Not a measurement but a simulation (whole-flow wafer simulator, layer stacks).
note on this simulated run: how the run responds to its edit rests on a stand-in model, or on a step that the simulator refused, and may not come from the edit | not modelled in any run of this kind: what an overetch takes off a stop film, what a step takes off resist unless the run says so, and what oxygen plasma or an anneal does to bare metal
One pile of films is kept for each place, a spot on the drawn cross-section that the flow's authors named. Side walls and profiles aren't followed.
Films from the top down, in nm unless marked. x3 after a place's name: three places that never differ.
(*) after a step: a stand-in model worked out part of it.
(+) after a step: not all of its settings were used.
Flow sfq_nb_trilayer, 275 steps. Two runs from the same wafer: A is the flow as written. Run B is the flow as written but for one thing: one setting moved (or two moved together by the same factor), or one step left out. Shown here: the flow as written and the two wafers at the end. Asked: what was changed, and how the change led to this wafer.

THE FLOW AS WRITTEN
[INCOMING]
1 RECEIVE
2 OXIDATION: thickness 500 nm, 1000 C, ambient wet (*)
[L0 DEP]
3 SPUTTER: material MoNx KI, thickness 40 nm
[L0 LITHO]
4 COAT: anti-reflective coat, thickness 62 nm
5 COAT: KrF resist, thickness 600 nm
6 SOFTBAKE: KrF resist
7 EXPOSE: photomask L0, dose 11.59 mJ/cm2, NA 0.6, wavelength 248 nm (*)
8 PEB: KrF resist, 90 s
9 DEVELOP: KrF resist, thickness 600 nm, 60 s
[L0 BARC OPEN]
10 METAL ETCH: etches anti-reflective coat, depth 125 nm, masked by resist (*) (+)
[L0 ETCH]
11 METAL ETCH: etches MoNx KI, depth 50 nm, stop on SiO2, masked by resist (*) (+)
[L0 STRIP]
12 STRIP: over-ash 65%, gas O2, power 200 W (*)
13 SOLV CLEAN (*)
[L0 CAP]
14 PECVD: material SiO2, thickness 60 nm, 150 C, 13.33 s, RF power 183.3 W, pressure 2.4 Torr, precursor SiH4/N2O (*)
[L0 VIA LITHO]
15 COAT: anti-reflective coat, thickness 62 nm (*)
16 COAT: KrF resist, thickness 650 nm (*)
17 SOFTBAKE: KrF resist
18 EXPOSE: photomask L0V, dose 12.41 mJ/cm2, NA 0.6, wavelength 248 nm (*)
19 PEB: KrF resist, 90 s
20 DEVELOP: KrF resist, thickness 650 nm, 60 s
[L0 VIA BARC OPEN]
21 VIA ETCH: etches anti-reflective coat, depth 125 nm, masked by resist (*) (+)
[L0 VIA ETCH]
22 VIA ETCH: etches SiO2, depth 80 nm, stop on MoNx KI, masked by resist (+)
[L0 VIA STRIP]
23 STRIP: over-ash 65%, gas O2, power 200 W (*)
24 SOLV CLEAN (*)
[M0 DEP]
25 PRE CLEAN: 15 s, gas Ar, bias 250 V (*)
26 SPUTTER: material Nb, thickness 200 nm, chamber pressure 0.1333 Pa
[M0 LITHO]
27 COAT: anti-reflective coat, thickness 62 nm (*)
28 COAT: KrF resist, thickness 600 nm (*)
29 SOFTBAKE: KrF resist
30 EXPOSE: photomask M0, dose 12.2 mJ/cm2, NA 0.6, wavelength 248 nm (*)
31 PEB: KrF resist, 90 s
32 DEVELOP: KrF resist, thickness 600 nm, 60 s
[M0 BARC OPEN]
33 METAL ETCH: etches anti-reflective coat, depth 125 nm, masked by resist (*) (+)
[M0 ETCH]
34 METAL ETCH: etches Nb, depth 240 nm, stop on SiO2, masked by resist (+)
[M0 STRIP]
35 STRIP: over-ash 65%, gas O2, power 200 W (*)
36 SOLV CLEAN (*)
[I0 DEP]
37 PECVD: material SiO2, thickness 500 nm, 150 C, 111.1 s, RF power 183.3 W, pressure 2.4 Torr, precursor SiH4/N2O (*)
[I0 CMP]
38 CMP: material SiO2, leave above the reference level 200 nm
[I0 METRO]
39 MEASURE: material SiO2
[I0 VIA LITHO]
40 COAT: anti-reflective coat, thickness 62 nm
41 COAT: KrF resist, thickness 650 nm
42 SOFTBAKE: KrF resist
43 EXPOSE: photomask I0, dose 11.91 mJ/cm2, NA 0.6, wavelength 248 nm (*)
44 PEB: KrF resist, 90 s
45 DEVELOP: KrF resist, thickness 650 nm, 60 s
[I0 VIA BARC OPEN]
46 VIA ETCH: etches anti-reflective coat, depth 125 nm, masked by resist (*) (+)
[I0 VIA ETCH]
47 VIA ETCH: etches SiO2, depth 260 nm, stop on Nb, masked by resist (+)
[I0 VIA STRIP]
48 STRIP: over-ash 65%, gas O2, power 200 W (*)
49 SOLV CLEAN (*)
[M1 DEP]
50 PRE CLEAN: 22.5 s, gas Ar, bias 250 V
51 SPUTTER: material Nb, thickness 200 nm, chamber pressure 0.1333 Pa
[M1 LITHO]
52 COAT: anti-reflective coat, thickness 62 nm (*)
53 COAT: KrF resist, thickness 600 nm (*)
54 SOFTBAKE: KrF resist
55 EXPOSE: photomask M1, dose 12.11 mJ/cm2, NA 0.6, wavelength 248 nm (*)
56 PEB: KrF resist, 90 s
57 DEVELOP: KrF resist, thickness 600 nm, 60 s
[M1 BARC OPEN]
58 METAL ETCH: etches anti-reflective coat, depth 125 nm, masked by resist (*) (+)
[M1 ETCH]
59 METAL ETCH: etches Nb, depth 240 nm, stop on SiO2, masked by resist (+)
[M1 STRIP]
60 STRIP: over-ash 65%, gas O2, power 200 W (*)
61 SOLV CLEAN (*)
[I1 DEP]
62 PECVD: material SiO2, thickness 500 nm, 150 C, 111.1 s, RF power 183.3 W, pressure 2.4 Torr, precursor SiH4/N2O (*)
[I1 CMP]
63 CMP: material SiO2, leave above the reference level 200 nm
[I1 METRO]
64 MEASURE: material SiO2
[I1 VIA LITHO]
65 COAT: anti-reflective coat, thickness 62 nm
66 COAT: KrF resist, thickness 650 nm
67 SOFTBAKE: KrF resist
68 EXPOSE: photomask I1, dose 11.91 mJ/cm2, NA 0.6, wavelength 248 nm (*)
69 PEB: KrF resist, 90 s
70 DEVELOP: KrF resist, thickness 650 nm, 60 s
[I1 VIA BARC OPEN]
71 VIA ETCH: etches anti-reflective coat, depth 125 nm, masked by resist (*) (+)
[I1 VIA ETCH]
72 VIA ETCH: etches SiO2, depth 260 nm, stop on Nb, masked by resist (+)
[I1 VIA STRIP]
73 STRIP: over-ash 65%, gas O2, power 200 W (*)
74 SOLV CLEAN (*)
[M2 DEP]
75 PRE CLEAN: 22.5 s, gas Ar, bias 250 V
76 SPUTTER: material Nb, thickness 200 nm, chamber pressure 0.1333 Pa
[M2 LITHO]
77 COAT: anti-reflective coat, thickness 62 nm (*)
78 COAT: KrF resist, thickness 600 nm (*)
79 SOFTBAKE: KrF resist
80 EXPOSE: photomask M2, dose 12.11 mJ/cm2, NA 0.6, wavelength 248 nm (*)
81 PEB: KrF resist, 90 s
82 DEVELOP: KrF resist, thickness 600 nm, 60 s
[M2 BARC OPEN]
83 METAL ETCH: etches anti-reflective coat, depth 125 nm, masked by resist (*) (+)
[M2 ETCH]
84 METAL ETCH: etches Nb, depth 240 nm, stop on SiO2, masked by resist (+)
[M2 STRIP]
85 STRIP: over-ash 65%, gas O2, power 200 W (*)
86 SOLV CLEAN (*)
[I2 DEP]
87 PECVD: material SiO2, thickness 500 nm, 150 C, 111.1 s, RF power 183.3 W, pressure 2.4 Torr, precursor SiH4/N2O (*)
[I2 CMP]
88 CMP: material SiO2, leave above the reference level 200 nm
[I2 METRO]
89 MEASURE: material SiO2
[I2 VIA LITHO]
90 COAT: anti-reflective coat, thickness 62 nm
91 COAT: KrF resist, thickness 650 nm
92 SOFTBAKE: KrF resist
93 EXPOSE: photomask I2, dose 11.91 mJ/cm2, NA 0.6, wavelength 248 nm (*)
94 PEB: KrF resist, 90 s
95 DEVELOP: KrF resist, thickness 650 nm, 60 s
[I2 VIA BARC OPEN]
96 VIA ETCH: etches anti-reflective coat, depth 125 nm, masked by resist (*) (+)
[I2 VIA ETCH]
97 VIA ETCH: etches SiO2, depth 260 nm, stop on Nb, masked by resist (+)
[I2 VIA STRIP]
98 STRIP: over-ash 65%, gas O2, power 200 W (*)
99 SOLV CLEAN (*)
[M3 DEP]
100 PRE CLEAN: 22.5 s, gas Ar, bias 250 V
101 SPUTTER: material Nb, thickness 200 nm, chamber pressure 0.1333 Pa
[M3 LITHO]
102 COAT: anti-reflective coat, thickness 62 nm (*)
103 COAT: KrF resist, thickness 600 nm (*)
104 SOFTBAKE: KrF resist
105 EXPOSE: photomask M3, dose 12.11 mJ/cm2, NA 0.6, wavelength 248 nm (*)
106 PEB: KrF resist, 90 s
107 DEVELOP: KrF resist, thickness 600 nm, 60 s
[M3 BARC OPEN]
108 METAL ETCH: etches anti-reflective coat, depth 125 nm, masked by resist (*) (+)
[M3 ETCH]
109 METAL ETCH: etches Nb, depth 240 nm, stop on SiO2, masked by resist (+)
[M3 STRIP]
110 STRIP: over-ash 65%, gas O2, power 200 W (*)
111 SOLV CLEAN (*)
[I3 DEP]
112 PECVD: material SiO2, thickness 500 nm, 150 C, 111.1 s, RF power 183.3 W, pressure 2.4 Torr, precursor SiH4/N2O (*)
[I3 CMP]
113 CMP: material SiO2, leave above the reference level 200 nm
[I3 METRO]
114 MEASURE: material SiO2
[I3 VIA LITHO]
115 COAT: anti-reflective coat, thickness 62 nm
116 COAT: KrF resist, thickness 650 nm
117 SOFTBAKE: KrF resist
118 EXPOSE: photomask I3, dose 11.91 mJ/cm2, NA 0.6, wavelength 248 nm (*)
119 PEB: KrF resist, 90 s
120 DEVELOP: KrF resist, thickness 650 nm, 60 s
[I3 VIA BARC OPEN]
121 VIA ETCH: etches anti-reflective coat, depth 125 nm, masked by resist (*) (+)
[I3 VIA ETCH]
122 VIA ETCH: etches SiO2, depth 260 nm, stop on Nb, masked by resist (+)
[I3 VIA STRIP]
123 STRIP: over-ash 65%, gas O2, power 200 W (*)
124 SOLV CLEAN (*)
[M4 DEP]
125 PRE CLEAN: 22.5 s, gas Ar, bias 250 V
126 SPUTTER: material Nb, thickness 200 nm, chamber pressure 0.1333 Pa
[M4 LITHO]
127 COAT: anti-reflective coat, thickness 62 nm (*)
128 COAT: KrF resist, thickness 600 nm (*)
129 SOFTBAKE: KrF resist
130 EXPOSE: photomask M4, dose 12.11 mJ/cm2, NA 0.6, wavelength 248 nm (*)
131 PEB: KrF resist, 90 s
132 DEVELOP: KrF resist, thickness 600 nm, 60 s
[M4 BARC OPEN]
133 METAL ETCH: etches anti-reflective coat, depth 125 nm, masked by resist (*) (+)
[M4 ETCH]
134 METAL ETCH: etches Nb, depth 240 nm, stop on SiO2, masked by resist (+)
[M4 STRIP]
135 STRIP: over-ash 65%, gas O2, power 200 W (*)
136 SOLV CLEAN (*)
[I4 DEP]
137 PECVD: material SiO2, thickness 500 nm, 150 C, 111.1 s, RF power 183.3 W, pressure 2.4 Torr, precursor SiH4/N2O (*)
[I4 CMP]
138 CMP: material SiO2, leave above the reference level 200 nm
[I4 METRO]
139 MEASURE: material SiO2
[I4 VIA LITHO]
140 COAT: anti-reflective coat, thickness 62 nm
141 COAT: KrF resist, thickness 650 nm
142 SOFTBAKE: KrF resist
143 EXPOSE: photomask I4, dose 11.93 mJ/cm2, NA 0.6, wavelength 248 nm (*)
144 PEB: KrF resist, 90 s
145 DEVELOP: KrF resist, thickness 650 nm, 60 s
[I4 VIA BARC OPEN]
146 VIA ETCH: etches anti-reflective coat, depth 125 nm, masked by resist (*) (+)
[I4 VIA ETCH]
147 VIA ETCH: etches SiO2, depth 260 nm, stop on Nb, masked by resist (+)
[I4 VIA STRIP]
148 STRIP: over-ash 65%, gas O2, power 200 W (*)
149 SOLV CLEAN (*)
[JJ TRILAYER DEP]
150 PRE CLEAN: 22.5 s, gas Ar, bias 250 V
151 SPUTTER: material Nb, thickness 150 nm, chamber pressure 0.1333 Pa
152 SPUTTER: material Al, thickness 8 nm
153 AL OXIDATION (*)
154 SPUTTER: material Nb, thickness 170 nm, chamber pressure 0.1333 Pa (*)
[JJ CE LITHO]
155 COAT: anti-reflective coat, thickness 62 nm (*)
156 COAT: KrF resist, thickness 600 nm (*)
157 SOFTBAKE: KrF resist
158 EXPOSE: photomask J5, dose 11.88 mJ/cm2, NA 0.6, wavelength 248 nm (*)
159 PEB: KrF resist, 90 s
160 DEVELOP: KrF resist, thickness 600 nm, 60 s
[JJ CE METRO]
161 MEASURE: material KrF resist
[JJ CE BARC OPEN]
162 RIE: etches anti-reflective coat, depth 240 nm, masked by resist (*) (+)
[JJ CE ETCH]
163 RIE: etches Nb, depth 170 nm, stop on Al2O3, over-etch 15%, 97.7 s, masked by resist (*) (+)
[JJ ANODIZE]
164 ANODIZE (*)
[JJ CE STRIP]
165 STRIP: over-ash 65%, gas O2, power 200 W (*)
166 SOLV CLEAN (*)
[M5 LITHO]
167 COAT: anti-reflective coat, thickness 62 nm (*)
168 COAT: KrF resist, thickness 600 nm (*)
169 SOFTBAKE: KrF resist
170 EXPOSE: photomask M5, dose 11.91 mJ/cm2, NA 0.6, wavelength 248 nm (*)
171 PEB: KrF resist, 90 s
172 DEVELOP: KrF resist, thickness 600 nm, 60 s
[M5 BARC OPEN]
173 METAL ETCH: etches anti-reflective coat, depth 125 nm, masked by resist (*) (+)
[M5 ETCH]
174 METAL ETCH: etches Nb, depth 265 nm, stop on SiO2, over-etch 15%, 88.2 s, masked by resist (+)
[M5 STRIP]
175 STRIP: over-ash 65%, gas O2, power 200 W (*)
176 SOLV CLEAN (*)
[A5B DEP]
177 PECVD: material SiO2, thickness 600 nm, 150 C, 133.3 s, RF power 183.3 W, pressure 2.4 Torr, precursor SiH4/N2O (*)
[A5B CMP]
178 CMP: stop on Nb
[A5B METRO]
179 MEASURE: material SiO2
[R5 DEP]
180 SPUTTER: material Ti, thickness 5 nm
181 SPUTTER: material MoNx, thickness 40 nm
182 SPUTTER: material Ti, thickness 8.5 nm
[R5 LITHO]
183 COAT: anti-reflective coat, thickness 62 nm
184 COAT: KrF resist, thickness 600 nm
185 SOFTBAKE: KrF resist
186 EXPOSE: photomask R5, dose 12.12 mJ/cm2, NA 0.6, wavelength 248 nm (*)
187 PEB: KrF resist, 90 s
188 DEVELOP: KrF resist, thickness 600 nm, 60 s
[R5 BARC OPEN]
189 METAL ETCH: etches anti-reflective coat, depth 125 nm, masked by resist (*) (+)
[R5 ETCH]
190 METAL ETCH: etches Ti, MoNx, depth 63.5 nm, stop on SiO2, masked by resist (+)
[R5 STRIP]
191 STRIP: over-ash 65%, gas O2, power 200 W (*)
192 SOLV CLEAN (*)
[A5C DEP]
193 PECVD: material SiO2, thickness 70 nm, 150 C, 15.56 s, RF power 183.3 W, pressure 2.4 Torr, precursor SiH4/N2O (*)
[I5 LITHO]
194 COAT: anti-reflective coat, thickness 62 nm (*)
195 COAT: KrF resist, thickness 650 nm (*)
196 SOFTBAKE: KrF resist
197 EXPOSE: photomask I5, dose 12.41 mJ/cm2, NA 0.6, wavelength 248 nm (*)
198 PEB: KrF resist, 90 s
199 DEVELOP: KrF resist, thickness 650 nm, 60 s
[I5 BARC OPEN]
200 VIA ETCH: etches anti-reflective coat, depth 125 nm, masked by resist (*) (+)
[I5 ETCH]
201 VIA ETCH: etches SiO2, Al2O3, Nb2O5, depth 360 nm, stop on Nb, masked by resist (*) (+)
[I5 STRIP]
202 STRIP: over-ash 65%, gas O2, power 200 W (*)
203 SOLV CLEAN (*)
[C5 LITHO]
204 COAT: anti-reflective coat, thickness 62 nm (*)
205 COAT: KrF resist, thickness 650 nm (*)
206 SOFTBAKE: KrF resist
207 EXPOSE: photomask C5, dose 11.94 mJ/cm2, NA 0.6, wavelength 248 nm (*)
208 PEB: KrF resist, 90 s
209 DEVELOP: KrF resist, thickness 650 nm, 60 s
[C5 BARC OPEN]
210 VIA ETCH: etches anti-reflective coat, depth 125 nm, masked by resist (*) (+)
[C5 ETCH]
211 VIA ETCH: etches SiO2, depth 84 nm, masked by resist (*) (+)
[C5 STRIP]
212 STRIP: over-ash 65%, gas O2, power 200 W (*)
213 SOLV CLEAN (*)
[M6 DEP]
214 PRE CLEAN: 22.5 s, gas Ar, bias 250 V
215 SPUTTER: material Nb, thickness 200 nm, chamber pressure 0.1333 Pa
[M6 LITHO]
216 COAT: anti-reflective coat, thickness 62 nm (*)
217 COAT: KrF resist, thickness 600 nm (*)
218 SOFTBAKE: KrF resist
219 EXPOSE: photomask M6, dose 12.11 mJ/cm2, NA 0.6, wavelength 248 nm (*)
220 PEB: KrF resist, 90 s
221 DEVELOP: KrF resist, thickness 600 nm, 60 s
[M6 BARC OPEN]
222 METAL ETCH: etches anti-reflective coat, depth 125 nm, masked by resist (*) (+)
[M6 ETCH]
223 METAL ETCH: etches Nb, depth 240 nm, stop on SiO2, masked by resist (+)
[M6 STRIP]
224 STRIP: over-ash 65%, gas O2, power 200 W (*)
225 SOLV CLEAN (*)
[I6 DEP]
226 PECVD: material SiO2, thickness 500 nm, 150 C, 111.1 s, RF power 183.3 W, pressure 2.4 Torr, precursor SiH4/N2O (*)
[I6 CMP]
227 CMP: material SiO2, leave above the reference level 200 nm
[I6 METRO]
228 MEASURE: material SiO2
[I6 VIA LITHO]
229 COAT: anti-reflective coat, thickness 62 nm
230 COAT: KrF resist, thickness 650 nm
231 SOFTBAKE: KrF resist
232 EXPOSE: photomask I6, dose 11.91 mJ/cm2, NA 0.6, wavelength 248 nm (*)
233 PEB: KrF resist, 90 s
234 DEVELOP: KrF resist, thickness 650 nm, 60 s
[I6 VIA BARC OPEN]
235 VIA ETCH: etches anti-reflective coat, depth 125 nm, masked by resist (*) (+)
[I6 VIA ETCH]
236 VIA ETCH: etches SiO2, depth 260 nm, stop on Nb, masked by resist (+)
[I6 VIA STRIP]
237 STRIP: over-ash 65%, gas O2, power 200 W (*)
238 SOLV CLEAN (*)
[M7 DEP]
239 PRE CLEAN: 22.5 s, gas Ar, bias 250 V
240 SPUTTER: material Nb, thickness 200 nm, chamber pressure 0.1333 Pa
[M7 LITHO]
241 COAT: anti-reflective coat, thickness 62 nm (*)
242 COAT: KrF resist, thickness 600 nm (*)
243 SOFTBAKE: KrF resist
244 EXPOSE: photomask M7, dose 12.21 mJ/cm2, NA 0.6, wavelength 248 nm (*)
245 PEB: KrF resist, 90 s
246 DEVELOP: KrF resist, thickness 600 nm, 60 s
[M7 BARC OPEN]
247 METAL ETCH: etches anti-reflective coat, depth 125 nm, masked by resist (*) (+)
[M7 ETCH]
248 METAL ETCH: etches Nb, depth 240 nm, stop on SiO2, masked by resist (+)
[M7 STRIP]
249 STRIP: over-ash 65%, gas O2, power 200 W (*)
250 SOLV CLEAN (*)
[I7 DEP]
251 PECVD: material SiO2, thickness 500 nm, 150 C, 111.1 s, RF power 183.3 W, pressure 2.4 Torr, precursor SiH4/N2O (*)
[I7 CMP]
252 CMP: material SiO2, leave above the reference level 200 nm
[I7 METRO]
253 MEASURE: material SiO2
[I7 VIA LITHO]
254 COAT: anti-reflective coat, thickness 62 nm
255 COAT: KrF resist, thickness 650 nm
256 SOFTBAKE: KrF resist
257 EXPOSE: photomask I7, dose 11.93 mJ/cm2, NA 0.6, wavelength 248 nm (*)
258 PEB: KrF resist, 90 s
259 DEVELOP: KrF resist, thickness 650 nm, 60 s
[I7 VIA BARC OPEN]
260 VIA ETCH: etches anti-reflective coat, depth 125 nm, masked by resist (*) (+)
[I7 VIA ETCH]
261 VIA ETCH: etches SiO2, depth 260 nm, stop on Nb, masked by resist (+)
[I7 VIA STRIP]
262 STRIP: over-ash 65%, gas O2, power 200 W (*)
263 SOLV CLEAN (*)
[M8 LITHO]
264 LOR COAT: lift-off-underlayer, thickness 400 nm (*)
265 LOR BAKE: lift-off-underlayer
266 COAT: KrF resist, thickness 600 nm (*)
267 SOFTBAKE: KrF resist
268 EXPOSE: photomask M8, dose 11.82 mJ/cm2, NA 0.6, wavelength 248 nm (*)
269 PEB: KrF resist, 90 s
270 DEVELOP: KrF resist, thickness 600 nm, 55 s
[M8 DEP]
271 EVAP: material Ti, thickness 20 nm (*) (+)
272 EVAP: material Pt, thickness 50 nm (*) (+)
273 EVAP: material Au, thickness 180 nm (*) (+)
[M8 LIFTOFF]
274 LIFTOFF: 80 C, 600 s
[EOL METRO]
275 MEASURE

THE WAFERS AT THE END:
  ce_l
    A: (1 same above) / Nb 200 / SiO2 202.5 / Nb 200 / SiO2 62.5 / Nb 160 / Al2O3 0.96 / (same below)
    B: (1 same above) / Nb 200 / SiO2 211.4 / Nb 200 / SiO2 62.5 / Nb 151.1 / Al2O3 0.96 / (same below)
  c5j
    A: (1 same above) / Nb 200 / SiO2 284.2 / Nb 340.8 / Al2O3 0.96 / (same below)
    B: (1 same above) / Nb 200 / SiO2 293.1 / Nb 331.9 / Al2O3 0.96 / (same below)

The cause: step 190, METAL ETCH: depth 72.4 nm was run, where the flow has depth 63.5 nm.

How the change led to this, step by step:
  190 METAL ETCH: etches Ti, MoNx, depth 63.5 nm, stop on SiO2, masked by resist (+)
      be_r, r_sur, res, r_end, r5r_line_l, r5r_line_c, r5r_line_r: A KrF resist -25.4 | B KrF resist -29
      ce_l, c5j, ce_r, wl_jj: A Ti -8.5 (all of it), MoNx -40 (all of it), Ti -5 (all of it), Nb -10 | B Ti -8.5 (all of it), MoNx -40 (all of it), Ti -5 (all of it), Nb -18.9
  194 COAT: anti-reflective coat, thickness 62 nm (*)
      wl_j_sl, wl_j_sr: A anti-reflective coat +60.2 (new film) | B anti-reflective coat +58.6 (new film)
      jj_sur: A anti-reflective coat +60.8 (new film) | B anti-reflective coat +59.3 (new film)
      (and at 5 more places)
  202 STRIP: over-ash 65%, gas O2, power 200 W (*)
      wl_j_sl, wl_j_sr: A KrF resist -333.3 (all of it), anti-reflective coat -60.2 (all of it) | B KrF resist -333.5 (all of it), anti-reflective coat -58.6 (all of it)
      jj_sur: A KrF resist -337.2 (all of it), anti-reflective coat -60.8 (all of it) | B KrF resist -337.4 (all of it), anti-reflective coat -59.3 (all of it)
      (and at 5 more places)
  204 COAT: anti-reflective coat, thickness 62 nm (*)
      wl_j_sl, wl_j_sr: A anti-reflective coat +60.2 (new film) | B anti-reflective coat +58.6 (new film)
      jj_sur: A anti-reflective coat +59.5 (new film) | B anti-reflective coat +58 (new film)
      (and at 5 more places)
  210 VIA ETCH: etches anti-reflective coat, depth 125 nm, masked by resist (*) (+)
      c5j: A anti-reflective coat -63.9 (all of it), SiO2 -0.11 | B anti-reflective coat -66.3 (all of it), SiO2 -0.09
  212 STRIP: over-ash 65%, gas O2, power 200 W (*)
      wl_j_sl, wl_j_sr: A KrF resist -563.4 (all of it), anti-reflective coat -60.2 (all of it) | B KrF resist -563.6 (all of it), anti-reflective coat -58.6 (all of it)
      jj_sur: A KrF resist -562 (all of it), anti-reflective coat -59.5 (all of it) | B KrF resist -562.2 (all of it), anti-reflective coat -58 (all of it)
      (and at 4 more places)
  216 COAT: anti-reflective coat, thickness 62 nm (*)
      wl_j_sl, wl_j_sr: A anti-reflective coat +60.2 (new film) | B anti-reflective coat +58.6 (new film)
      jj_sur: A anti-reflective coat +56.1 (new film) | B anti-reflective coat +54.5 (new film)
      (and at 5 more places)
  224 STRIP: over-ash 65%, gas O2, power 200 W (*)
      wl_j_sl, wl_j_sr: A KrF resist -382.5 (all of it), anti-reflective coat -60.2 (all of it) | B KrF resist -382.6 (all of it), anti-reflective coat -58.6 (all of it)
      jj_sur: A KrF resist -378.5 (all of it), anti-reflective coat -56.1 (all of it) | B KrF resist -378.7 (all of it), anti-reflective coat -54.5 (all of it)
      (and at 5 more places)
  227 CMP: material SiO2, leave above the reference level 200 nm
      ce_l, ce_r, wl_jj: A SiO2 -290 | B SiO2 -281.1
      c5j: A SiO2 -223 | B SiO2 -214.1
